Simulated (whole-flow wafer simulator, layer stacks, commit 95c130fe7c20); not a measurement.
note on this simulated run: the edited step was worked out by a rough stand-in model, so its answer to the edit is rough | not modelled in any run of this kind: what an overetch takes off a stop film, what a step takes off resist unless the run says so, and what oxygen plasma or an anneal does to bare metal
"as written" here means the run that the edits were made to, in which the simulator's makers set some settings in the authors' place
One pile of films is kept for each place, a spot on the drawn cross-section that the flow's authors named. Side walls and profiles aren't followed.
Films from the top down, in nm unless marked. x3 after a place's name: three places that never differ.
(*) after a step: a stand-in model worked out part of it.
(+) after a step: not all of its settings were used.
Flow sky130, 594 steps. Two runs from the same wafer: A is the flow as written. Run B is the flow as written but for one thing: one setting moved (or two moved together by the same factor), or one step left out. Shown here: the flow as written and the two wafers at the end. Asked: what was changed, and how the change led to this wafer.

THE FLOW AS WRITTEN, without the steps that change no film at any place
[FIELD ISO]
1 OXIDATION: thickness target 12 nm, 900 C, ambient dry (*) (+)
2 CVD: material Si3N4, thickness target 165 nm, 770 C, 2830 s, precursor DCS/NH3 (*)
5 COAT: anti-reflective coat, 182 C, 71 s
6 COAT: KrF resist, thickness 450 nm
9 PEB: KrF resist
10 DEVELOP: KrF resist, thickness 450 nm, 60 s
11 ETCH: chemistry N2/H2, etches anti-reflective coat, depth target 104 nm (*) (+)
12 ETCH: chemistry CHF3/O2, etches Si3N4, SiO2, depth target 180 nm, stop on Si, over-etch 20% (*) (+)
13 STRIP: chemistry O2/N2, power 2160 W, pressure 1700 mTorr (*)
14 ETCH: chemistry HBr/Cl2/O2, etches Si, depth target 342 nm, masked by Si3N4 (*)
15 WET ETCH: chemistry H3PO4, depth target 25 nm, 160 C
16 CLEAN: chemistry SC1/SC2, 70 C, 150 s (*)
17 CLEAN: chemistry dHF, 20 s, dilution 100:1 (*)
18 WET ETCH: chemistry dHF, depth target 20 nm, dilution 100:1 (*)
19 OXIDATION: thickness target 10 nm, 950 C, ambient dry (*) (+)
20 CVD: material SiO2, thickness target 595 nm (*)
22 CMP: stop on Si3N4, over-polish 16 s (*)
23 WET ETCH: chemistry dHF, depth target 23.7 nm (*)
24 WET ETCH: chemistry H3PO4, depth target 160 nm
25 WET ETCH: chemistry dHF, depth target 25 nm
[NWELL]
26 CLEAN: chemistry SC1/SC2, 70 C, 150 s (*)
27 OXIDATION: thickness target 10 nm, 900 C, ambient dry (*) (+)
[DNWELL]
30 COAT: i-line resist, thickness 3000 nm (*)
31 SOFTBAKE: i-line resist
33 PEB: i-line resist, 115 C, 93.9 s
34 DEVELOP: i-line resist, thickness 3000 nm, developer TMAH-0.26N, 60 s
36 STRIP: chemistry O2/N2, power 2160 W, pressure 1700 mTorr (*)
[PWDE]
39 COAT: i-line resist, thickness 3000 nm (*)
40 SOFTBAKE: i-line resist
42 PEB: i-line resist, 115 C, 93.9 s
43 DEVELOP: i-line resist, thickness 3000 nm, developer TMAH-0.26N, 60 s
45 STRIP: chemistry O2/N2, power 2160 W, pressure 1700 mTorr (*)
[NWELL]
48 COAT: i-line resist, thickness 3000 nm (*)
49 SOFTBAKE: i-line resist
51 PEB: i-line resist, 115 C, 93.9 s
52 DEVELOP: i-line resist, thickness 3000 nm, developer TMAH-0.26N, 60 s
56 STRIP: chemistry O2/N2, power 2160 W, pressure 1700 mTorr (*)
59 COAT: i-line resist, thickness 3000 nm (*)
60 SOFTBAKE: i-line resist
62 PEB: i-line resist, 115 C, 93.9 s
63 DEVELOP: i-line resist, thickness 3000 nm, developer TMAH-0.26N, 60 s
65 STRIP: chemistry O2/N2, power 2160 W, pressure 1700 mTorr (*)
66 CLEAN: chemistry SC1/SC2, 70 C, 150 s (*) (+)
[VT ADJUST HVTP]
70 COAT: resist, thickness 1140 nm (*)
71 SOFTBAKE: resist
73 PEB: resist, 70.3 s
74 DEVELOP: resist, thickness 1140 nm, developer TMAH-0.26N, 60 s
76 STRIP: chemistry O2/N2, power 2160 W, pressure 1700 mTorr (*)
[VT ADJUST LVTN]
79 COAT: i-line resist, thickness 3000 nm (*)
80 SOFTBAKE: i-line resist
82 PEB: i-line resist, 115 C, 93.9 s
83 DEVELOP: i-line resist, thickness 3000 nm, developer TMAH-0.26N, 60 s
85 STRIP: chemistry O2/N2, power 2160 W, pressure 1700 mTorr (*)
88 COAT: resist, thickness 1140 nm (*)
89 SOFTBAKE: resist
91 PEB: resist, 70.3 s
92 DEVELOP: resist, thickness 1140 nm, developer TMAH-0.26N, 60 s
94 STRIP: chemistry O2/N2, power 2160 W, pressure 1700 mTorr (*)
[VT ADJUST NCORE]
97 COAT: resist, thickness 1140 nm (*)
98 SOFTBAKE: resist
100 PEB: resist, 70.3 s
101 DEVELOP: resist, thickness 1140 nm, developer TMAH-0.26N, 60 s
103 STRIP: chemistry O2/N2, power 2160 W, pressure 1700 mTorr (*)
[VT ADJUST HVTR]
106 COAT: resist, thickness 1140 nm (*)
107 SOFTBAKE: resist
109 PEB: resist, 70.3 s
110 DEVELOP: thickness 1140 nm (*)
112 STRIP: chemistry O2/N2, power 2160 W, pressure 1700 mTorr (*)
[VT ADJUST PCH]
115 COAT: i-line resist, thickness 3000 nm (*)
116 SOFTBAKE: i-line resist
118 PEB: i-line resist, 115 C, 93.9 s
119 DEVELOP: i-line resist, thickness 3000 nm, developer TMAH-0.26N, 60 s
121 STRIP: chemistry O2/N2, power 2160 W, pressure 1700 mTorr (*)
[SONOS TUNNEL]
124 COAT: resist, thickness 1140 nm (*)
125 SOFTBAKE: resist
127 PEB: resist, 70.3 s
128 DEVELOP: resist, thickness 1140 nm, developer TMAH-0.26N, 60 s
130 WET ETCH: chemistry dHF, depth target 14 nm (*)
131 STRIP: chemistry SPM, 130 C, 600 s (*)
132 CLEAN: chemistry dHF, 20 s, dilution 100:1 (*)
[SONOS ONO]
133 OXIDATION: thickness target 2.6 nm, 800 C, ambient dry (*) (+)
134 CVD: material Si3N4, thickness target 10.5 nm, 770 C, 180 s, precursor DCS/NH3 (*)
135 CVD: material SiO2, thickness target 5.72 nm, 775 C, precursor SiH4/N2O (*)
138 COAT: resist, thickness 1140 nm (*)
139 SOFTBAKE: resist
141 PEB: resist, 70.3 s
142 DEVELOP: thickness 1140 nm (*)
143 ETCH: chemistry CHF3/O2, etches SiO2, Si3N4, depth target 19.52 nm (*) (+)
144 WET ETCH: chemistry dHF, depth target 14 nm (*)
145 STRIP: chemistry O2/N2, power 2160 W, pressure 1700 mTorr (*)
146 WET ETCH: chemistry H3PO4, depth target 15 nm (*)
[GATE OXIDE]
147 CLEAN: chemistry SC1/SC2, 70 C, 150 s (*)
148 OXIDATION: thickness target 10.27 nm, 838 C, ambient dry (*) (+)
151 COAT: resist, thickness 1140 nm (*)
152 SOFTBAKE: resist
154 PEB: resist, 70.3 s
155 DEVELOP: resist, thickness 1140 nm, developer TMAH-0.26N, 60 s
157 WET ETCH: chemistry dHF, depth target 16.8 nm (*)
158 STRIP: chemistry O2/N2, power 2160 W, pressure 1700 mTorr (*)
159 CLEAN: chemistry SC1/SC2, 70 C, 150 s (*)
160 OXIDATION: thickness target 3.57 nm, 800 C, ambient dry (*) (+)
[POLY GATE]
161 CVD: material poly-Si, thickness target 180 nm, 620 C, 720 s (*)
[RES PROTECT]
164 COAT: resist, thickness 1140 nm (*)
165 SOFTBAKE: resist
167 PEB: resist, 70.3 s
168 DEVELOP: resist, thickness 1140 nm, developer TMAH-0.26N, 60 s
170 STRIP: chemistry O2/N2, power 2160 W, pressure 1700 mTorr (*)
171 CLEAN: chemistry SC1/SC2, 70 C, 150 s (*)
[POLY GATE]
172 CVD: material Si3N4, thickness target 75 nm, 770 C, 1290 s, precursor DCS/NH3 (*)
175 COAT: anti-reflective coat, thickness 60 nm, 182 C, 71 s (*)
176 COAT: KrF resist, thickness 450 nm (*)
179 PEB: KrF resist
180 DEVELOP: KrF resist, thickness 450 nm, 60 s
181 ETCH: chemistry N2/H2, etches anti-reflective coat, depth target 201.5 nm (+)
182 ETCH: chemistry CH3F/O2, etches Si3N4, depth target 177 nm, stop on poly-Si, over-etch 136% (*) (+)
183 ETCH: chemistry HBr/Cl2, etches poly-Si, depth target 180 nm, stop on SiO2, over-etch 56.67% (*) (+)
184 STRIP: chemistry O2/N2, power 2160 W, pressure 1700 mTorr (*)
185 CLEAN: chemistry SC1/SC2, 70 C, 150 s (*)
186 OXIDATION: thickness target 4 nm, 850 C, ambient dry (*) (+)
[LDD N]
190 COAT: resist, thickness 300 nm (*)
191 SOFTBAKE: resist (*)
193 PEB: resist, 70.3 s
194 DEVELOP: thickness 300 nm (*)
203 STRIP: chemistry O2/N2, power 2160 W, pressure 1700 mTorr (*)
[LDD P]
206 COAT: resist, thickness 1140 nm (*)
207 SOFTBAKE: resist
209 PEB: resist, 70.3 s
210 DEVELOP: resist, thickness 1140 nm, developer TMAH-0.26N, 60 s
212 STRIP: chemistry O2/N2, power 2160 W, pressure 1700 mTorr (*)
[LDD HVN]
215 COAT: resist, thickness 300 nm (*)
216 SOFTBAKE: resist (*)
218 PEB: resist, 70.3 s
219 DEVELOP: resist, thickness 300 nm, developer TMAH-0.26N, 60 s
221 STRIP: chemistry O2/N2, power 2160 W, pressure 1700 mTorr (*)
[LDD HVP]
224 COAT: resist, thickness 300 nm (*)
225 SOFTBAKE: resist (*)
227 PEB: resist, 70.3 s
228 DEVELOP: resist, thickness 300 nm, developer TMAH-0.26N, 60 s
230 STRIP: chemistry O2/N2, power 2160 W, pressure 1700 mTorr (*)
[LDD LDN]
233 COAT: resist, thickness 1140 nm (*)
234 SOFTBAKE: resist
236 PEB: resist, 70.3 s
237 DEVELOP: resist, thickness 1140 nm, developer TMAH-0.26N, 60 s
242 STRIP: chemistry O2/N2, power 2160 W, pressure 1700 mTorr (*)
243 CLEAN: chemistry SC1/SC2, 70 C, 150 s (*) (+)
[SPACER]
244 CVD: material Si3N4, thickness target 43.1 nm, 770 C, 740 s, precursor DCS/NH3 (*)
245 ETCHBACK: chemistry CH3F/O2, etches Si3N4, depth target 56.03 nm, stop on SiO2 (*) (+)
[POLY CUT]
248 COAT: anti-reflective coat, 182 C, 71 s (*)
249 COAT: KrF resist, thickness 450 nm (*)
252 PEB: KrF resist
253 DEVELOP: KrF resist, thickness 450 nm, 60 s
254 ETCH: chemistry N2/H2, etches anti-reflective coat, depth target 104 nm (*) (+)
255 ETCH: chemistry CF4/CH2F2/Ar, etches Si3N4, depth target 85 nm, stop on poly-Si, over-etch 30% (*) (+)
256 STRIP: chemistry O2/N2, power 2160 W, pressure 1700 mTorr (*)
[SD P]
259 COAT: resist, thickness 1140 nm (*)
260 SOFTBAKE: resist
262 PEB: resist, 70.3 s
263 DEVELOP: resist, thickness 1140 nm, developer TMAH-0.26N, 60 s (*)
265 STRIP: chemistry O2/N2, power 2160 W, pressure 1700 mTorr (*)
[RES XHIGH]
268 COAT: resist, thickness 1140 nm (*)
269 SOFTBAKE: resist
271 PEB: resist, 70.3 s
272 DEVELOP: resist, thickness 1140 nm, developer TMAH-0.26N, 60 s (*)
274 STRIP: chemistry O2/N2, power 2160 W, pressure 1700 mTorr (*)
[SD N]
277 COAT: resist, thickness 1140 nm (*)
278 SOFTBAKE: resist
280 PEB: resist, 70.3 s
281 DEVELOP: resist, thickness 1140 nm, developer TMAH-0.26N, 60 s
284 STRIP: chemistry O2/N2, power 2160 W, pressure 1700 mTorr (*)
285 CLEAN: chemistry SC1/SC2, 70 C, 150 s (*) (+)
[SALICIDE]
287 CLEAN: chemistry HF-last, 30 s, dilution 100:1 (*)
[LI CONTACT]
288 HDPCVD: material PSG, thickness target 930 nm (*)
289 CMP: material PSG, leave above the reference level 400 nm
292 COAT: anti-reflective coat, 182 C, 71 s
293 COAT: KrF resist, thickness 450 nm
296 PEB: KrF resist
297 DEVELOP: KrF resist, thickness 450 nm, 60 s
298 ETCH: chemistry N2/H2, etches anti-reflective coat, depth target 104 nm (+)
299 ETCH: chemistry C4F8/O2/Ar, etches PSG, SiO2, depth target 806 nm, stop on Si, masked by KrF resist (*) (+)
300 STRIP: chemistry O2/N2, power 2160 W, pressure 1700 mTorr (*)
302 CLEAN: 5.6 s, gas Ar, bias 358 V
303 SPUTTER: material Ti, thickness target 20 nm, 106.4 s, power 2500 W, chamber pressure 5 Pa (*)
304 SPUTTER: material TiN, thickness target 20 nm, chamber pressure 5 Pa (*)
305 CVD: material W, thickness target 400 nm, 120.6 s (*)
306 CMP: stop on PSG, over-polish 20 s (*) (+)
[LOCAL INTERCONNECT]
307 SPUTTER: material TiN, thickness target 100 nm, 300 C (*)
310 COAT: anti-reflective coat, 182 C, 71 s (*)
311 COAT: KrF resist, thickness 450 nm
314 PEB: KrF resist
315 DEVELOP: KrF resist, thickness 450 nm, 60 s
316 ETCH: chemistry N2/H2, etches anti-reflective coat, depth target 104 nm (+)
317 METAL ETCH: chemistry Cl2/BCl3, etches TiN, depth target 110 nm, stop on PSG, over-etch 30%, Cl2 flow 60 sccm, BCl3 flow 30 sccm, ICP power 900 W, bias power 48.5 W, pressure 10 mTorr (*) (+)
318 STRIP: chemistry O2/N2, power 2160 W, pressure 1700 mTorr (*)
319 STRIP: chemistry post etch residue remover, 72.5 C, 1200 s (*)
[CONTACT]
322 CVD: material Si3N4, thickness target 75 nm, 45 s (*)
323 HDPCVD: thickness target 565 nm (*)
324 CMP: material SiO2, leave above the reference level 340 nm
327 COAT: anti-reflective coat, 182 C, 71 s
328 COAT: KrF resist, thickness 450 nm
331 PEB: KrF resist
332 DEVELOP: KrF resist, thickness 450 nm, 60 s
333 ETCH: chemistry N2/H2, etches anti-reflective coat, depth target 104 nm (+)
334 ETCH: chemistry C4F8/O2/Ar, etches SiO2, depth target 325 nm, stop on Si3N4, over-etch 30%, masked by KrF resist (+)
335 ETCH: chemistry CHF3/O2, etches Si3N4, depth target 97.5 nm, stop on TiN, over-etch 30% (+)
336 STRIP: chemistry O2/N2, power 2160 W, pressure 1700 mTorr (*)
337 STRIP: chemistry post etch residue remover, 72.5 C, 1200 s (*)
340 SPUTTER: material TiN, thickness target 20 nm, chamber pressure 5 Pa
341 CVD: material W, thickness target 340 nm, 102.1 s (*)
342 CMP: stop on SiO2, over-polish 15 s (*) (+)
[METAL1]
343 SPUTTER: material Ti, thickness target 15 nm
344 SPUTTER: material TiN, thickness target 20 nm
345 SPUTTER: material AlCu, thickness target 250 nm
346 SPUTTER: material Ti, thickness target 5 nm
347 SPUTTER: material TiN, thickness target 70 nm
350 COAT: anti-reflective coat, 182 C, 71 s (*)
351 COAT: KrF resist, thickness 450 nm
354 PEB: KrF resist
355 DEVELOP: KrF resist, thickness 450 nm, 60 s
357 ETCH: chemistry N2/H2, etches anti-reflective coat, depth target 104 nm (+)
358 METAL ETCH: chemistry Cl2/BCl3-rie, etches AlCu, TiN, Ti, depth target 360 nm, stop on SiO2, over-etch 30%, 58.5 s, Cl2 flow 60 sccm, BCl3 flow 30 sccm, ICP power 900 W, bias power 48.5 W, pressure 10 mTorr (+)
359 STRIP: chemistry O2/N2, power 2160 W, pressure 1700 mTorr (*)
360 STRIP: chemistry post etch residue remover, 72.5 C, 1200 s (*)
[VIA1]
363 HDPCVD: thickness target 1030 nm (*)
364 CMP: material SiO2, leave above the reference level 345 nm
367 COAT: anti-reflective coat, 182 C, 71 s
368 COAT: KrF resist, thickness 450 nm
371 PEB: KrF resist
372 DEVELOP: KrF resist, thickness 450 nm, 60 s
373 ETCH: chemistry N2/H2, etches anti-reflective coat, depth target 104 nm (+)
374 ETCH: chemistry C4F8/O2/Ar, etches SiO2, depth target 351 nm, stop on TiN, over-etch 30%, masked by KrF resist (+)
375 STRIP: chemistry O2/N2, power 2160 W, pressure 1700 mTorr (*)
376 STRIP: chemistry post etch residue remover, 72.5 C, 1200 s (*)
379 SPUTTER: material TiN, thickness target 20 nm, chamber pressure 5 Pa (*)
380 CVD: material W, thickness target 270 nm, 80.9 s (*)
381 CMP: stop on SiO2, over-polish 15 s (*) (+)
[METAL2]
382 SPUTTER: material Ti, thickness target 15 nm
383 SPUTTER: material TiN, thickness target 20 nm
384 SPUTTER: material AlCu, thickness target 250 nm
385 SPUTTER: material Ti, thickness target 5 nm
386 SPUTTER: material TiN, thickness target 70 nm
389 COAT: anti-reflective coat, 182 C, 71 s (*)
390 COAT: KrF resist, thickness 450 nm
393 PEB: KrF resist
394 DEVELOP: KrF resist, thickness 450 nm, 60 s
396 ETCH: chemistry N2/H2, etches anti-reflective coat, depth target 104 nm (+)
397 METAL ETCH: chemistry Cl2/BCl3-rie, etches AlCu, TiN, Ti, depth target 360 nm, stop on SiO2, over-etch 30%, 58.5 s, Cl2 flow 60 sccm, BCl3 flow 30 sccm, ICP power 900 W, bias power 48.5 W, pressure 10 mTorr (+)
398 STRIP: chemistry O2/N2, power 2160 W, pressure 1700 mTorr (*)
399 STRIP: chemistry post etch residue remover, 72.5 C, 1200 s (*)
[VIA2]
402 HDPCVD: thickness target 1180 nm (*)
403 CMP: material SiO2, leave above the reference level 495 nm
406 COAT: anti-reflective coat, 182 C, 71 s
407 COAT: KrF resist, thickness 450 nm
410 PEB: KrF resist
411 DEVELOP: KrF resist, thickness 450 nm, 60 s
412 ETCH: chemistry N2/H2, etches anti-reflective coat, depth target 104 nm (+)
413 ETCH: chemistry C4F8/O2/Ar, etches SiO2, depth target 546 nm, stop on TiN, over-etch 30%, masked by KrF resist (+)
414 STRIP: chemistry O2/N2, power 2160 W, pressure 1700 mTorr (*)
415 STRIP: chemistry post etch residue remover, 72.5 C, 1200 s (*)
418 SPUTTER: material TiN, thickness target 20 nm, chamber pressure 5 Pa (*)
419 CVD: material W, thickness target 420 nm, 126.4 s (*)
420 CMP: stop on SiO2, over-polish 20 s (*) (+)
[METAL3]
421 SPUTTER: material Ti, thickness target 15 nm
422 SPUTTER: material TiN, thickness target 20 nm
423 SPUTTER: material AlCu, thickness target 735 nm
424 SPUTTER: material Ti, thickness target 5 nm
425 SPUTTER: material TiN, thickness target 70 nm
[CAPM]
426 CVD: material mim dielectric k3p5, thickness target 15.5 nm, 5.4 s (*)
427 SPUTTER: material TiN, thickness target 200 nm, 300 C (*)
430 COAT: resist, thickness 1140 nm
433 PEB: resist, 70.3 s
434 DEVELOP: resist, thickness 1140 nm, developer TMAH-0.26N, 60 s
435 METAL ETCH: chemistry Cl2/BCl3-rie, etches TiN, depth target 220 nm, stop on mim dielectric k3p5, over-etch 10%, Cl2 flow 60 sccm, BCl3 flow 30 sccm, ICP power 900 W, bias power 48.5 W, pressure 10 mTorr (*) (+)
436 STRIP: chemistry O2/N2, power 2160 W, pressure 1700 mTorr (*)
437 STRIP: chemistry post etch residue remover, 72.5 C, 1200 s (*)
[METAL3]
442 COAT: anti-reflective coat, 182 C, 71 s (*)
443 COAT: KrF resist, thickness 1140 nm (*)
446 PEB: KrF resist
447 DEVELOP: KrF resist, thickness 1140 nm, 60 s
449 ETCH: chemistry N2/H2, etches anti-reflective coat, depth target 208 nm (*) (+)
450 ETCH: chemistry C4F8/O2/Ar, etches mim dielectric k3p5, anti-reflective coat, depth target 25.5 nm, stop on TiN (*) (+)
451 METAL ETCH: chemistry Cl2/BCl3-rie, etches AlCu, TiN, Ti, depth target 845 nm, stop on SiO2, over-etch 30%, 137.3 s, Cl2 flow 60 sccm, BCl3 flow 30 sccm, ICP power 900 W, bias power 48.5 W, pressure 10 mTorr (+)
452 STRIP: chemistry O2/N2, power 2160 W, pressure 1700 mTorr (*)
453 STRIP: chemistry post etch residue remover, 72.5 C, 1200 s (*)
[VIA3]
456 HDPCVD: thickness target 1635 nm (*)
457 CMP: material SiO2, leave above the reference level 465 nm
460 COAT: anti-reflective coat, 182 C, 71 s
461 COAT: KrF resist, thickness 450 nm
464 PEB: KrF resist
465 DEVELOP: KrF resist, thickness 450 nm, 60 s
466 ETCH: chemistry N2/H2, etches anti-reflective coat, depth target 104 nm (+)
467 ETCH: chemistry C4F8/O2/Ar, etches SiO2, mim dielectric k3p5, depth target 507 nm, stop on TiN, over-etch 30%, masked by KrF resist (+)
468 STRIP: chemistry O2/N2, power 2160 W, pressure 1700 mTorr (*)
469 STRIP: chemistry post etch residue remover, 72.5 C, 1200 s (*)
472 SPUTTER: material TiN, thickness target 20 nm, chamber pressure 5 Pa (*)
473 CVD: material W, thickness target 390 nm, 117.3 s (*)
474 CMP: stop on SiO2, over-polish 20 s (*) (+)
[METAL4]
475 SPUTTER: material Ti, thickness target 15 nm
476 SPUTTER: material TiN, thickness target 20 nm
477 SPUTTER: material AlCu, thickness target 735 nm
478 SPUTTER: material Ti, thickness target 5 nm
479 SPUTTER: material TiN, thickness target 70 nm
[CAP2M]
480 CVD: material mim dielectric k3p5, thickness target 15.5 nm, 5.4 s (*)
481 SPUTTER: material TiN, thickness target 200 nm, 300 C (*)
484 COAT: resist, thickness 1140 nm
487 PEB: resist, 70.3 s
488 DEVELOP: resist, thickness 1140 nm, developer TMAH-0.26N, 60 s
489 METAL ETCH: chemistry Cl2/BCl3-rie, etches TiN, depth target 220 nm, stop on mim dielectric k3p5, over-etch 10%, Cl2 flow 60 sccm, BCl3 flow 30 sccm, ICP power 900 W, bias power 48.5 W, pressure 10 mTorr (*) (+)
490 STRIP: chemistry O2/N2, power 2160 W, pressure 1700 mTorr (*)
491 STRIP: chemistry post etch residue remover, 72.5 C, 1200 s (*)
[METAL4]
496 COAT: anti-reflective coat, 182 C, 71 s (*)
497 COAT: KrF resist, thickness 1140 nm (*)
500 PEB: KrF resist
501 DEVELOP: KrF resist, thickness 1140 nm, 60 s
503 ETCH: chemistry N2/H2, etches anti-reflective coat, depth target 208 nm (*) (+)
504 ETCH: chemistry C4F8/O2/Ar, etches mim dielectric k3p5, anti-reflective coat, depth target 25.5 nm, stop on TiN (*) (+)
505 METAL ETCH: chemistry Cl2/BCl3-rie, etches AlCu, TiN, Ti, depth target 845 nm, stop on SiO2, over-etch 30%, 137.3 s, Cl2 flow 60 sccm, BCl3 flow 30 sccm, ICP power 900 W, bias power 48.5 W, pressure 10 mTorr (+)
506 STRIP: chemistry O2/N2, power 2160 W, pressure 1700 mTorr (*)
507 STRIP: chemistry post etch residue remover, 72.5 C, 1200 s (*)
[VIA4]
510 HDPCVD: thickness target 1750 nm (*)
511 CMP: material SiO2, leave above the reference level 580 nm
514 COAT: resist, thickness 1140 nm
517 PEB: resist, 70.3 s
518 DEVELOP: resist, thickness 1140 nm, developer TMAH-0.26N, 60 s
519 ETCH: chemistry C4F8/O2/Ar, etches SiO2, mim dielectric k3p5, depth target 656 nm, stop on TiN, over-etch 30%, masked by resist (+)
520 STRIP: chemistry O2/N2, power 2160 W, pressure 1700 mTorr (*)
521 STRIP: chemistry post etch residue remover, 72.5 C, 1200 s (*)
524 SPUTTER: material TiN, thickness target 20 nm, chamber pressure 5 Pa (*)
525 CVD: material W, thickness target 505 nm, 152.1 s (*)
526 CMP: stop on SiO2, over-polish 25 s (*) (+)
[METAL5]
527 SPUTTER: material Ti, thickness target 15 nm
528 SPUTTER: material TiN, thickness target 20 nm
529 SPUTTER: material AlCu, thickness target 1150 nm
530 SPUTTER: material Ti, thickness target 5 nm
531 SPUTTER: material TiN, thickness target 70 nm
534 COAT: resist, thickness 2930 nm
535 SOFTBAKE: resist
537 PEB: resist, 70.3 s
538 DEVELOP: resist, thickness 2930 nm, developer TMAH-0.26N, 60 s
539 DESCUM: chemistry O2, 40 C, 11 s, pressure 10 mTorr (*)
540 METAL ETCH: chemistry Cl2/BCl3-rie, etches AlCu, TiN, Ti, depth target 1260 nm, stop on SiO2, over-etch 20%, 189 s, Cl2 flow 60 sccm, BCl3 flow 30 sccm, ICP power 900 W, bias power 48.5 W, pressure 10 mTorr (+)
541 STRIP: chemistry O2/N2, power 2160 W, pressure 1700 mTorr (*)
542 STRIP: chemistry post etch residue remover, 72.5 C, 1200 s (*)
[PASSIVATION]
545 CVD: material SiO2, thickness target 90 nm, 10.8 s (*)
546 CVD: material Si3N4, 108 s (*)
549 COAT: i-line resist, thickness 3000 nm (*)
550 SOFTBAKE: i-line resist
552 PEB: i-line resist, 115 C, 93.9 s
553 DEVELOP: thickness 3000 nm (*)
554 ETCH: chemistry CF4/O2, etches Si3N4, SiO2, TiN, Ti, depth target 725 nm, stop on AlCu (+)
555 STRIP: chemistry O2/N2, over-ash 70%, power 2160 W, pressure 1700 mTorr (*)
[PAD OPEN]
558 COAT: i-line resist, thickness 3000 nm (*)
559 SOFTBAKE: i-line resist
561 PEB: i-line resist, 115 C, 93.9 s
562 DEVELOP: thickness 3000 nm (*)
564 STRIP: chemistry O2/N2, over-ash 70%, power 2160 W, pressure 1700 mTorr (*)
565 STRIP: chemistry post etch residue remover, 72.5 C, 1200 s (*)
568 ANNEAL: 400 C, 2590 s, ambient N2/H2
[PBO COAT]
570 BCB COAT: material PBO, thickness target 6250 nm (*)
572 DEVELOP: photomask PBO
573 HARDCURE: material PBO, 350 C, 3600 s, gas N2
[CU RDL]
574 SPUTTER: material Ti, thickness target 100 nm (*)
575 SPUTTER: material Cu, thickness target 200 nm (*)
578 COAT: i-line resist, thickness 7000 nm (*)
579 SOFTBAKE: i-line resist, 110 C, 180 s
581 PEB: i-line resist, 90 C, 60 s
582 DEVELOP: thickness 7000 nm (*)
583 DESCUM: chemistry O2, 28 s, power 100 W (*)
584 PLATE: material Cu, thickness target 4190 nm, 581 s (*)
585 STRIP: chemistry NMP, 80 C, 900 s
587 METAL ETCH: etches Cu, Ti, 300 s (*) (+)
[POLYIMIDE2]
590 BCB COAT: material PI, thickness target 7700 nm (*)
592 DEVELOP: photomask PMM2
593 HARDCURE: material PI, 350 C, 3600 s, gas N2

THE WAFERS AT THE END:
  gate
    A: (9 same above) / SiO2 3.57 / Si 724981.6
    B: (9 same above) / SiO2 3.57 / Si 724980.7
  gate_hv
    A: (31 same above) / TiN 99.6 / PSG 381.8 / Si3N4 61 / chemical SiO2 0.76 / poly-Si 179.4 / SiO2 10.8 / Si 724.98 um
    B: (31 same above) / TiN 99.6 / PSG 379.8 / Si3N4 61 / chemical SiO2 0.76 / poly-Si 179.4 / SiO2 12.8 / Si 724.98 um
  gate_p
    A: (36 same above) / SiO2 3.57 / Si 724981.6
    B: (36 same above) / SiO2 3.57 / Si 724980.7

The cause: step 148, OXIDATION: thickness target 12.32 nm was run, where the flow has thickness target 10.27 nm.

How the change led to this, step by step:
  148 OXIDATION: thickness target 10.27 nm, 838 C, ambient dry (*) (+)
      active, n_well, p_well and 98 more: A SiO2 +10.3 (new film), chemical SiO2 -0.76 (all of it), Si -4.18 | B SiO2 +12.3 (new film), chemical SiO2 -0.76 (all of it), Si -5.09
  157 WET ETCH: chemistry dHF, depth target 16.8 nm (*)
      active, n_well, p_well and 58 more: A SiO2 -10.3 (all of it) | B SiO2 -12.3 (all of it)
  175 COAT: anti-reflective coat, thickness 60 nm, 182 C, 71 s (*)
      zvt_fox: A anti-reflective coat +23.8 (new film) | B anti-reflective coat +24.4 (new film)
  181 ETCH: chemistry N2/H2, etches anti-reflective coat, depth target 201.5 nm (+)
      zvt_fox: A anti-reflective coat -23.8 (all of it), Si3N4 -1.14 | B anti-reflective coat -24.4 (all of it), Si3N4 -1.12
  248 COAT: anti-reflective coat, 182 C, 71 s (*)
      m1: A anti-reflective coat +16.3 (new film) | B anti-reflective coat +15.7 (new film)
      gate_p_hv: A anti-reflective coat +15.8 (new film) | B anti-reflective coat +15.2 (new film)
      (and at 1 more place)
  256 STRIP: chemistry O2/N2, power 2160 W, pressure 1700 mTorr (*)
      m1: A KrF resist -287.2 (all of it), anti-reflective coat -16.3 (all of it) | B KrF resist -286.7 (all of it), anti-reflective coat -15.7 (all of it)
      gate_p_hv: A KrF resist -328.9 (all of it), anti-reflective coat -15.8 (all of it) | B KrF resist -328.6 (all of it), anti-reflective coat -15.2 (all of it)
      (and at 1 more place)
  306 CMP: stop on PSG, over-polish 20 s (*) (+)
      poly_licon: A W -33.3 | B W -34.4
